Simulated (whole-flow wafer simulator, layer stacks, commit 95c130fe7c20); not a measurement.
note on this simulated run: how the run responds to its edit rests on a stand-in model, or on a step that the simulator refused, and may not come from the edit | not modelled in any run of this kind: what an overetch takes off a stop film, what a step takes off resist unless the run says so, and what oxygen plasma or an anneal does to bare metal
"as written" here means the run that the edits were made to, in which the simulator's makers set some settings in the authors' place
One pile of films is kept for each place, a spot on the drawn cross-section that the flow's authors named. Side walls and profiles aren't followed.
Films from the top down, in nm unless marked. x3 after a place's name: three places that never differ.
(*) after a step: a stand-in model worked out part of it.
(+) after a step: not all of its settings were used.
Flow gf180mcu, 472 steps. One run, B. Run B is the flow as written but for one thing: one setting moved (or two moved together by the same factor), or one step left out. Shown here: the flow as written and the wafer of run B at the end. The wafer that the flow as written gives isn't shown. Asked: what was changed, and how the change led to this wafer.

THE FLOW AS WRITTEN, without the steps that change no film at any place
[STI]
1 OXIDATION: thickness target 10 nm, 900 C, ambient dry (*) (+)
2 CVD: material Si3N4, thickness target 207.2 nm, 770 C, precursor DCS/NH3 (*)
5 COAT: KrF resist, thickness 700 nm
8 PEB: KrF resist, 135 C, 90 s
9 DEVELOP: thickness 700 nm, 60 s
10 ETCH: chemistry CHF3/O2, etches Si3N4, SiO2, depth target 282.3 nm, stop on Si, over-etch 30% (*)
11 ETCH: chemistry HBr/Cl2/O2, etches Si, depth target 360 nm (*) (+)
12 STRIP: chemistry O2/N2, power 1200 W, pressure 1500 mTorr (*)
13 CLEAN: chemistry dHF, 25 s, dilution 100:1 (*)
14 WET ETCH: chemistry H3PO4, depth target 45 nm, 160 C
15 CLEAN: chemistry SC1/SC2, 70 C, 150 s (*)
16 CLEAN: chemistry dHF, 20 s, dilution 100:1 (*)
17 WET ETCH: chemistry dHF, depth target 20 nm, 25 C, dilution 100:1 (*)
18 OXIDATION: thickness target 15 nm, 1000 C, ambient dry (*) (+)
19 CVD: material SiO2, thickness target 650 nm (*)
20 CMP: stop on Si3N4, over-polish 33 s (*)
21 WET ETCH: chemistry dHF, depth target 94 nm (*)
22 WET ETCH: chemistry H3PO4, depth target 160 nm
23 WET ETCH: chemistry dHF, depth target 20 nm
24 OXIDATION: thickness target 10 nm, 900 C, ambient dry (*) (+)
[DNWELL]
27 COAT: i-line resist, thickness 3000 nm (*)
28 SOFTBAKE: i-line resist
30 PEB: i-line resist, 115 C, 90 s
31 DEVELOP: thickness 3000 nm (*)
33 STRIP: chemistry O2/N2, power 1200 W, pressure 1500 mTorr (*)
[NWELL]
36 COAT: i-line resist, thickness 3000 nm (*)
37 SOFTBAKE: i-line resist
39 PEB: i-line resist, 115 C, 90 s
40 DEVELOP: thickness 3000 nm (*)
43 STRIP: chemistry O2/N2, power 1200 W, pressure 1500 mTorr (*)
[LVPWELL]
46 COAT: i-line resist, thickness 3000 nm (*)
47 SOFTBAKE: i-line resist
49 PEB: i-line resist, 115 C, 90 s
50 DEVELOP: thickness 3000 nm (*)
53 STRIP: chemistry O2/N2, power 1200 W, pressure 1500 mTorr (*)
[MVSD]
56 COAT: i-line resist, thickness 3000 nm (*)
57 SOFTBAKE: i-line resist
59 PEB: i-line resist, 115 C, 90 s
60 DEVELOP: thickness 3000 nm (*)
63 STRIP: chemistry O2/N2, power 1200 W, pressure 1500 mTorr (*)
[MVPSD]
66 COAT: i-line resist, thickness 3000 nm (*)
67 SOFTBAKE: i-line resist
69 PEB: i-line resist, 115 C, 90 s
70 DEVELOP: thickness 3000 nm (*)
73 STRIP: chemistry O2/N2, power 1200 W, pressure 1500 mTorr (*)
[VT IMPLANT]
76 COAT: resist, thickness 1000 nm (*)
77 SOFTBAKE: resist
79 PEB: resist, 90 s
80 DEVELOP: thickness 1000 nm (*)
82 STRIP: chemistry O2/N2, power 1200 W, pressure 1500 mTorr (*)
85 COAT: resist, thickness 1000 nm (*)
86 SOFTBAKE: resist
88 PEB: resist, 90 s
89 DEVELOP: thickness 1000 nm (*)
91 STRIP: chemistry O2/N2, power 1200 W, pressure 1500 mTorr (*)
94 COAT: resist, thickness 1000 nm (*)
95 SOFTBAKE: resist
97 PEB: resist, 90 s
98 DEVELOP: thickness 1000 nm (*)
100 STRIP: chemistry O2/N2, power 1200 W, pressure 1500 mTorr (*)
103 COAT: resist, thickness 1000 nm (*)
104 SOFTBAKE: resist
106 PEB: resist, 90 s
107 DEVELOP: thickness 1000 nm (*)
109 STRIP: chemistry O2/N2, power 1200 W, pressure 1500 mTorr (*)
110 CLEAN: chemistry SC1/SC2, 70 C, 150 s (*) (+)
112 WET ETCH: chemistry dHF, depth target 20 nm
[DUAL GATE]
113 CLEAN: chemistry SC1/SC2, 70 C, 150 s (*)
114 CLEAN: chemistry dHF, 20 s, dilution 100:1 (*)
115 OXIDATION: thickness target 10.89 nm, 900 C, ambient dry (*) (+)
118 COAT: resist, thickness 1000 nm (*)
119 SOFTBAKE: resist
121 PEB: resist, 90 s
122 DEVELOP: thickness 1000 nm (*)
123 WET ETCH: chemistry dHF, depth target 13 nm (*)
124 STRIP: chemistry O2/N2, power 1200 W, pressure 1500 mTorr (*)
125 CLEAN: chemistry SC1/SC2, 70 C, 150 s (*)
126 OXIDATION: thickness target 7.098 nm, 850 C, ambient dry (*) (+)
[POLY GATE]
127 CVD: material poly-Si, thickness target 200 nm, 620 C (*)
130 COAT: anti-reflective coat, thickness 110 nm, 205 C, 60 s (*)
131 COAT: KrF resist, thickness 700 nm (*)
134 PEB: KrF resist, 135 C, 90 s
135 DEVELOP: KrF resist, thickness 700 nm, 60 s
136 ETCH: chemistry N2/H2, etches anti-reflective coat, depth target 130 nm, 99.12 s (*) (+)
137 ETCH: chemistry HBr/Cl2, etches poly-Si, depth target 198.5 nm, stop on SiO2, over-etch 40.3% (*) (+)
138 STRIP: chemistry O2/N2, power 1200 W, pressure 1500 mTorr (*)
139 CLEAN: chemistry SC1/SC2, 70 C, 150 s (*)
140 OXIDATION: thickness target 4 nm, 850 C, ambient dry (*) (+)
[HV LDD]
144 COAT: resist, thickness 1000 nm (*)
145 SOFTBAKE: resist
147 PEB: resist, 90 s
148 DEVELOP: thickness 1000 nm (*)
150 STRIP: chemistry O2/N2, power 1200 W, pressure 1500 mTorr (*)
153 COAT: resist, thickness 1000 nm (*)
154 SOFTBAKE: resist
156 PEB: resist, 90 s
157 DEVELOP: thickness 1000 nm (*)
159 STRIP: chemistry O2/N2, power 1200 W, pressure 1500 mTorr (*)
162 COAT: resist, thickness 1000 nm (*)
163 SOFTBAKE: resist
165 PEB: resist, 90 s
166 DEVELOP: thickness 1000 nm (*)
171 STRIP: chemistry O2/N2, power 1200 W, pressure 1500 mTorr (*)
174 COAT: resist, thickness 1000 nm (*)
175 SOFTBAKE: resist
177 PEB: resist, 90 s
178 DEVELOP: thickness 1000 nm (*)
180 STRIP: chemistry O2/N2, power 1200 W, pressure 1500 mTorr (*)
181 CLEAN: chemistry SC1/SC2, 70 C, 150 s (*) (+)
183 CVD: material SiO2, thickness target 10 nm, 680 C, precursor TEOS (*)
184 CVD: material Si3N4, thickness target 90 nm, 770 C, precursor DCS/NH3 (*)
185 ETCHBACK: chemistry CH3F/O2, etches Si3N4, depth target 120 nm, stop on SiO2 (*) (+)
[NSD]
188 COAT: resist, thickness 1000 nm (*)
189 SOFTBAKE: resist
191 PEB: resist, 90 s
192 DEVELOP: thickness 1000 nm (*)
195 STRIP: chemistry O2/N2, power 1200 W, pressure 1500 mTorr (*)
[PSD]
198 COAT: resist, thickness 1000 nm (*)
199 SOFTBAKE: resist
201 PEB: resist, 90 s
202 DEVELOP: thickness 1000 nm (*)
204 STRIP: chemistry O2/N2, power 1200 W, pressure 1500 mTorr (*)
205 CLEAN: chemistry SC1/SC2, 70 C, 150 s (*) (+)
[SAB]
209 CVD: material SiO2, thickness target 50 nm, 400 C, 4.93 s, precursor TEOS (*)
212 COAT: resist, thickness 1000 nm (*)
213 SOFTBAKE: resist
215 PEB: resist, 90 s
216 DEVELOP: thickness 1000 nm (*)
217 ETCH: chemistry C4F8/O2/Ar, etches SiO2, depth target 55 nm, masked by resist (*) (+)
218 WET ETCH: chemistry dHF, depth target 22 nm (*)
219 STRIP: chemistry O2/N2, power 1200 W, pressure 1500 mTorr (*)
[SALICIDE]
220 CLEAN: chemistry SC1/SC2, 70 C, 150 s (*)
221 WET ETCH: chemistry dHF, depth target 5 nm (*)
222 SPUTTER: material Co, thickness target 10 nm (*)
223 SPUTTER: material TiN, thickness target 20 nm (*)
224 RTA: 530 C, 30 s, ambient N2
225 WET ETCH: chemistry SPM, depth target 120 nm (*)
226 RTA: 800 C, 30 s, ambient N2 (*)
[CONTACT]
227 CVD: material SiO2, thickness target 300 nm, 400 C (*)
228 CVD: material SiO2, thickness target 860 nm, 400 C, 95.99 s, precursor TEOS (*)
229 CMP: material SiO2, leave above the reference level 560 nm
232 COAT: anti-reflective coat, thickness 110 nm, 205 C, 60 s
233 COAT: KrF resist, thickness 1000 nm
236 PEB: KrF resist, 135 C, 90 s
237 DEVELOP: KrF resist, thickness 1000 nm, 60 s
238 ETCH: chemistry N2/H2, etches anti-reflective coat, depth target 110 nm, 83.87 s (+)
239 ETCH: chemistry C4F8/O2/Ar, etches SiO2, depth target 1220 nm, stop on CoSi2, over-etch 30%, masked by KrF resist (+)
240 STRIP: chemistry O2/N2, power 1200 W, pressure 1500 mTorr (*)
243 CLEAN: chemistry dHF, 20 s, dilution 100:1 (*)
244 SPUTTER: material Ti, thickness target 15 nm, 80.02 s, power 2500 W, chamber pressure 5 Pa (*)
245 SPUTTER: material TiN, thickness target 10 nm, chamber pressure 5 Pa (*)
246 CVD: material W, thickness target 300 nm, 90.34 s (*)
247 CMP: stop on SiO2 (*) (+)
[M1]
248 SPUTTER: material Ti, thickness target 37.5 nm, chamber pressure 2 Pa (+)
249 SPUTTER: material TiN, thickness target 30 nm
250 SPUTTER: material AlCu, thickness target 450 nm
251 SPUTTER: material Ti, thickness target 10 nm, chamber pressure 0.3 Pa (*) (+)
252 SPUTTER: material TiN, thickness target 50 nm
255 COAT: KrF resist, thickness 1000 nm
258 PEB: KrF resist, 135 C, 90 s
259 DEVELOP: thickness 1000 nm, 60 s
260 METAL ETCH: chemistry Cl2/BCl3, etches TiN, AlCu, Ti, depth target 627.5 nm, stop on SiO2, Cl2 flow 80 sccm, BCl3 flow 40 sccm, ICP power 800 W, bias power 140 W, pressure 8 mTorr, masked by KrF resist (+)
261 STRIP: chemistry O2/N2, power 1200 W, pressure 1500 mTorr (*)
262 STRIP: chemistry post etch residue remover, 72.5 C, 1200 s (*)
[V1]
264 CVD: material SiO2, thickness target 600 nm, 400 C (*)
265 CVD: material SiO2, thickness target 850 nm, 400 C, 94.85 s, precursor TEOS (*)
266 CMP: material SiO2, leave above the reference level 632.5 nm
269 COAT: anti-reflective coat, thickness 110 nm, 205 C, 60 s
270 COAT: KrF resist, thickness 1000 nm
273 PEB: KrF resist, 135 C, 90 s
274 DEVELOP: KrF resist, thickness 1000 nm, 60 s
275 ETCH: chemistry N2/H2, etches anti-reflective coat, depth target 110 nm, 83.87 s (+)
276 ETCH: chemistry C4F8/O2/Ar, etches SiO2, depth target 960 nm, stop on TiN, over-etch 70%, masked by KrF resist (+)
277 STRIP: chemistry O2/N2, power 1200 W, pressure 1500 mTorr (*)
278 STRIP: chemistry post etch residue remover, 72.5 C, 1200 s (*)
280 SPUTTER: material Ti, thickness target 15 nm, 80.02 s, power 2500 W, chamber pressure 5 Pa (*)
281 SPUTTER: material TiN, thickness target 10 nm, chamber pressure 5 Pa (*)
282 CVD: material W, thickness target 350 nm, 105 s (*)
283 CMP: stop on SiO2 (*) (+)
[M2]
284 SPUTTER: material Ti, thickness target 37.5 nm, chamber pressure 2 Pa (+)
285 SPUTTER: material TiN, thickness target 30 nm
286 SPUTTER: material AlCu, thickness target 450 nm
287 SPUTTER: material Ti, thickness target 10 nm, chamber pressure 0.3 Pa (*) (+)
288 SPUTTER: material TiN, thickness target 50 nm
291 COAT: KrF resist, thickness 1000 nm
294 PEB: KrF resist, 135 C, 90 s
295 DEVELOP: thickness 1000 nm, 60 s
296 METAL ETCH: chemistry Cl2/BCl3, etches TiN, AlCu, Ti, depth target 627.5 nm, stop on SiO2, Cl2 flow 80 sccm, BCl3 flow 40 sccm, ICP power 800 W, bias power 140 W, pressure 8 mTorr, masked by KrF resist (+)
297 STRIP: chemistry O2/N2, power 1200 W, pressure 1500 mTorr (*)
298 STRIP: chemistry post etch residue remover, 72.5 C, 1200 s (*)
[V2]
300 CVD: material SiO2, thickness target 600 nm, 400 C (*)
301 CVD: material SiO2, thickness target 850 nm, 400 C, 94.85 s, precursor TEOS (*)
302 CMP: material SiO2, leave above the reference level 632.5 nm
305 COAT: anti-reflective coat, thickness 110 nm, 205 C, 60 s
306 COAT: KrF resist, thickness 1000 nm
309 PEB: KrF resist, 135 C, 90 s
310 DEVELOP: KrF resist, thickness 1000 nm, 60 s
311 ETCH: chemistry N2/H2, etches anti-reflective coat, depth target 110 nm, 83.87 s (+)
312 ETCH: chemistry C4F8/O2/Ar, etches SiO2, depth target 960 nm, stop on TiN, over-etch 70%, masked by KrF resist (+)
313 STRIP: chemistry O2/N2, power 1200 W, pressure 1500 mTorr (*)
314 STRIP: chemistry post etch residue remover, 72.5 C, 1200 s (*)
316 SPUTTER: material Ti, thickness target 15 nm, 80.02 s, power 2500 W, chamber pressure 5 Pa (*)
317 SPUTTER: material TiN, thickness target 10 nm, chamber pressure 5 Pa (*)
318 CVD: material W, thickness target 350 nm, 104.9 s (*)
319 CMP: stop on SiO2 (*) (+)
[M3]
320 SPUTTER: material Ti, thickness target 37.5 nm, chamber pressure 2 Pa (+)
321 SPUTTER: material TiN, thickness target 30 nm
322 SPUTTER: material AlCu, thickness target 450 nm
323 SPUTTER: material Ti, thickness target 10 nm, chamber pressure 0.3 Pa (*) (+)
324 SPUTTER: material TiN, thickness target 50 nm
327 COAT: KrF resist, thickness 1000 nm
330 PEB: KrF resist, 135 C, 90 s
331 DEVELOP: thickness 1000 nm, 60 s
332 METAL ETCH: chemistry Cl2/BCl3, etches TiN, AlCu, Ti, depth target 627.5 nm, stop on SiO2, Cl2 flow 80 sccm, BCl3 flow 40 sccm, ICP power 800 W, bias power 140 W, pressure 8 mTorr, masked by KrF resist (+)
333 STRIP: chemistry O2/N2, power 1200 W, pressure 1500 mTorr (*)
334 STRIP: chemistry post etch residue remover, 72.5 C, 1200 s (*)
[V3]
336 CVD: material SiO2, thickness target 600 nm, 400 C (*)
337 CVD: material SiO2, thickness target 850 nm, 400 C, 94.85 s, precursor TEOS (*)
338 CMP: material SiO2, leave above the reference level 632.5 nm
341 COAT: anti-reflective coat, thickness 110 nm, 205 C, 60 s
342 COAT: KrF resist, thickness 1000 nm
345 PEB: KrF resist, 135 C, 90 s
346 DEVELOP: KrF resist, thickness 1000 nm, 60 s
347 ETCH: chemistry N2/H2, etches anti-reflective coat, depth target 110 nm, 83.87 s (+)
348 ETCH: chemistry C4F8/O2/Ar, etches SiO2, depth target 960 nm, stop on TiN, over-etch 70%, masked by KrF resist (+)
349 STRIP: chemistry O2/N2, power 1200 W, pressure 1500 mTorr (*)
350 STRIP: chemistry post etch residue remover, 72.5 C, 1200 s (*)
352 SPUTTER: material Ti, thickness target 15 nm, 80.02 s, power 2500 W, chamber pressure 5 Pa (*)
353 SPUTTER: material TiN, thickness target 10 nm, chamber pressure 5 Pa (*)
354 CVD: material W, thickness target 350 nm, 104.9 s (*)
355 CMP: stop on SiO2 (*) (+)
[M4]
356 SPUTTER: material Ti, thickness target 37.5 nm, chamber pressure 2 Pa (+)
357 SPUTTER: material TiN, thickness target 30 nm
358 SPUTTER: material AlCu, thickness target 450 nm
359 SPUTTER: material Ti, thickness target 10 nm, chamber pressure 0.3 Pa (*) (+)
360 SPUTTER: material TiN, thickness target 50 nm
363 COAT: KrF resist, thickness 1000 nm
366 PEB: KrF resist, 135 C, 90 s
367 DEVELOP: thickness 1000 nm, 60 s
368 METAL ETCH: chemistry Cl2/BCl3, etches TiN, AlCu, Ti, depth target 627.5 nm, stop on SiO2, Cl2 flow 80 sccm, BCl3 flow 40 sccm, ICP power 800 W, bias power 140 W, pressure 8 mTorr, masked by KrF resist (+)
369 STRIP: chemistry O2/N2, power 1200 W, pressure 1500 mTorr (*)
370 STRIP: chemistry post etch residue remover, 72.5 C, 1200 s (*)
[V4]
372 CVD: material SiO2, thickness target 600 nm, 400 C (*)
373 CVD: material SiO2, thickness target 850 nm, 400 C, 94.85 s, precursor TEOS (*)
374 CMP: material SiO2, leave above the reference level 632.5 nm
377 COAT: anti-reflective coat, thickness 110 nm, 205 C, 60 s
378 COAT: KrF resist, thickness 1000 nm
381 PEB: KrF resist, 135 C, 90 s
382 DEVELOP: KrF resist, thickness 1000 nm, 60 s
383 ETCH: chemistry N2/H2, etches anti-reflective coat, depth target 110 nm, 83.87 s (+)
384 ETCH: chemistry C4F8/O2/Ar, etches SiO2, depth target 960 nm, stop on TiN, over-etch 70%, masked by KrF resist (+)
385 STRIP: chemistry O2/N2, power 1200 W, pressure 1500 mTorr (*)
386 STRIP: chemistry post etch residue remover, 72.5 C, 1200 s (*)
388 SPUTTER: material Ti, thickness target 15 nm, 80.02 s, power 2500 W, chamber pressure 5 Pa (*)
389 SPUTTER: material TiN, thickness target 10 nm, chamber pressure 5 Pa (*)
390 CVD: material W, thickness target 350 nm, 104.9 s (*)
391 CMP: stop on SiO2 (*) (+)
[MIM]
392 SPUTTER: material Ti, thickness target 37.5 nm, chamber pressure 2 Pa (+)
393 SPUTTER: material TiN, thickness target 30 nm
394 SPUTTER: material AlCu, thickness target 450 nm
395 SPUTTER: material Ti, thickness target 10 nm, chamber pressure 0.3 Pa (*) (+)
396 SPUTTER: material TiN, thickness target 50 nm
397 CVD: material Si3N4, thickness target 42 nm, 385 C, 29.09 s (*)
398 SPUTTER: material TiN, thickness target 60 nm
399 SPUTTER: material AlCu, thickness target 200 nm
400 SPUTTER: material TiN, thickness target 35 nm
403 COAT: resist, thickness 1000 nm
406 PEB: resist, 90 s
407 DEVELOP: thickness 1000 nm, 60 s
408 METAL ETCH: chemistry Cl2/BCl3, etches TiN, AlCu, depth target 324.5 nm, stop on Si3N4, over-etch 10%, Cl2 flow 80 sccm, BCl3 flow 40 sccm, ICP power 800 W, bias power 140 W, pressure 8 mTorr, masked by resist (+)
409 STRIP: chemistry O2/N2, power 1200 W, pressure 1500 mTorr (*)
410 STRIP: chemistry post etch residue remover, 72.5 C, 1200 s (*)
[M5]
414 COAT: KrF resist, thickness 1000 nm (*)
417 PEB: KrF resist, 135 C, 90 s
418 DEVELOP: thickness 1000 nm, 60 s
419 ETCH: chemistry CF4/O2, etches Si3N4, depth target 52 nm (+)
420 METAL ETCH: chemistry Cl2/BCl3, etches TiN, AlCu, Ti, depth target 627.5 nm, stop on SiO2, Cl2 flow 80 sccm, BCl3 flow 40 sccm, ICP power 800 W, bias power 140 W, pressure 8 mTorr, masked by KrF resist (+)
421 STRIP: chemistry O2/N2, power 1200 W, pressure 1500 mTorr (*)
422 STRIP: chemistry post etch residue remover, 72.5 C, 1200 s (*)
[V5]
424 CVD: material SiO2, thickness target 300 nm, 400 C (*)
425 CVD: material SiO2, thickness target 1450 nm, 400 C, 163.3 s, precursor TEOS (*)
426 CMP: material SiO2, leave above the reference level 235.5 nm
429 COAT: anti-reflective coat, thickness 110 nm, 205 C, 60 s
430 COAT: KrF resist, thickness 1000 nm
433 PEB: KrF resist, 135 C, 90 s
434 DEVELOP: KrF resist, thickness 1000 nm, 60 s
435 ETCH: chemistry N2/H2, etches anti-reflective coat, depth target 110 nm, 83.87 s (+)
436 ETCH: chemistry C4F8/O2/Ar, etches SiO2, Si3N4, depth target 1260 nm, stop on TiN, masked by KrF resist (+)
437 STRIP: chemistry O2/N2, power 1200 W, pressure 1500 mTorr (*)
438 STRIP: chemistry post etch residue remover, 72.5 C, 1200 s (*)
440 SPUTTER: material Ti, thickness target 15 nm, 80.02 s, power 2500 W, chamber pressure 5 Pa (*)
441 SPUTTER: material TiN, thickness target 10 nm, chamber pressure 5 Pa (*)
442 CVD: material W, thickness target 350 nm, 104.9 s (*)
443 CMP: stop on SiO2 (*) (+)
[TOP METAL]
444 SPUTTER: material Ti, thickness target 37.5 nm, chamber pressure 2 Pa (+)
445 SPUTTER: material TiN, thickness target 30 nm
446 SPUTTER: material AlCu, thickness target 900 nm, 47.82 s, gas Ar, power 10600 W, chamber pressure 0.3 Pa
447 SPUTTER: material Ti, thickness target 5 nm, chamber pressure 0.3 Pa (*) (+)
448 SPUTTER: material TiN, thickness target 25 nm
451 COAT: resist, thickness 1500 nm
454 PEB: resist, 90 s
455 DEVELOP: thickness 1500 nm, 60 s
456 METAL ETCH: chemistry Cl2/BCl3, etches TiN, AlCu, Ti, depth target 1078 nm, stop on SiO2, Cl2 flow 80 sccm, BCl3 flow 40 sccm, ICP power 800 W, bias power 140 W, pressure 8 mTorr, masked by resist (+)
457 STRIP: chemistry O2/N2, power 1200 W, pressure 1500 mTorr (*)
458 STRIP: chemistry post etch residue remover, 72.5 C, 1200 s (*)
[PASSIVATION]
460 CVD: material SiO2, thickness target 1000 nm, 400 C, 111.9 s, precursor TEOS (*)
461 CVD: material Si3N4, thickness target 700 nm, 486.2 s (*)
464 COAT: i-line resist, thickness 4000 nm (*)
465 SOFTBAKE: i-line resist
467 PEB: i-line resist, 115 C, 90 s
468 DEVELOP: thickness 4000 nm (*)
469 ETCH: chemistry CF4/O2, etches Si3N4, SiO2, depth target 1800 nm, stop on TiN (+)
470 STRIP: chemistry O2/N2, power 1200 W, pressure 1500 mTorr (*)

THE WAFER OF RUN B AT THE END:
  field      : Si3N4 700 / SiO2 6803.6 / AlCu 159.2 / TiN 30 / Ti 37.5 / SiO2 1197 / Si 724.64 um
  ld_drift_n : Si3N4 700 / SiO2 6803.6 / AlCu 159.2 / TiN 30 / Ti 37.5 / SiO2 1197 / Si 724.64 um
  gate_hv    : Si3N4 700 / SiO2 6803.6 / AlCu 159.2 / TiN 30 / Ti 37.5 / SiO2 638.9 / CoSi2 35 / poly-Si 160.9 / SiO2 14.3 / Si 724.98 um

The cause: step 260, METAL ETCH: depth target 345.1 nm was run, where the flow has depth target 627.5 nm.

How the change led to this, step by step:
  260 METAL ETCH: chemistry Cl2/BCl3, etches TiN, AlCu, Ti, depth target 627.5 nm, stop on SiO2, Cl2 flow 80 sccm, BCl3 flow 40 sccm, ICP power 800 W, bias power 140 W, pressure 8 mTorr, masked by KrF resist (+)
      field, field__w1, field__w2 and 99 more: TiN -50 (all of it), Ti -10 (all of it), AlCu -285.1 (as written it would be: TiN -50 (all of it), Ti -10 (all of it), AlCu -450 (all of it), TiN -30 (all of it), Ti -37.5 (all of it))
      field__w8, contact, m1 and 6 more: KrF resist -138 (as written it would be: KrF resist -251)
  261 STRIP: chemistry O2/N2, power 1200 W, pressure 1500 mTorr (*)
      field__w8, contact, m1 and 6 more: KrF resist -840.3 (all of it) (as written it would be: KrF resist -727.4 (all of it))
  262 STRIP: chemistry post etch residue remover, 72.5 C, 1200 s (*)
      field, field__w1, field__w2 and 99 more: AlCu -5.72 (as written it would be: nothing)
  264 CVD: material SiO2, thickness target 600 nm, 400 C (*)
      field, field__w1, field__w2 and 99 more: SiO2 +600 (new film) (as written it would be: SiO2 +600)
  266 CMP: material SiO2, leave above the reference level 632.5 nm
      field, field__w1, field__w2 and 99 more: SiO2 -526.7 (as written it would be: SiO2 -300)
Counting metal films that touch as one body, field has 1 body; the flow as written gives 0 bodies.
Counting metal films that touch as one body, ld_drift_n has 1 body; the flow as written gives 0 bodies.
Counting metal films that touch as one body, gate_hv has 2 bodies (between them, from the top down: SiO2 638.9); the flow as written gives 1 body.
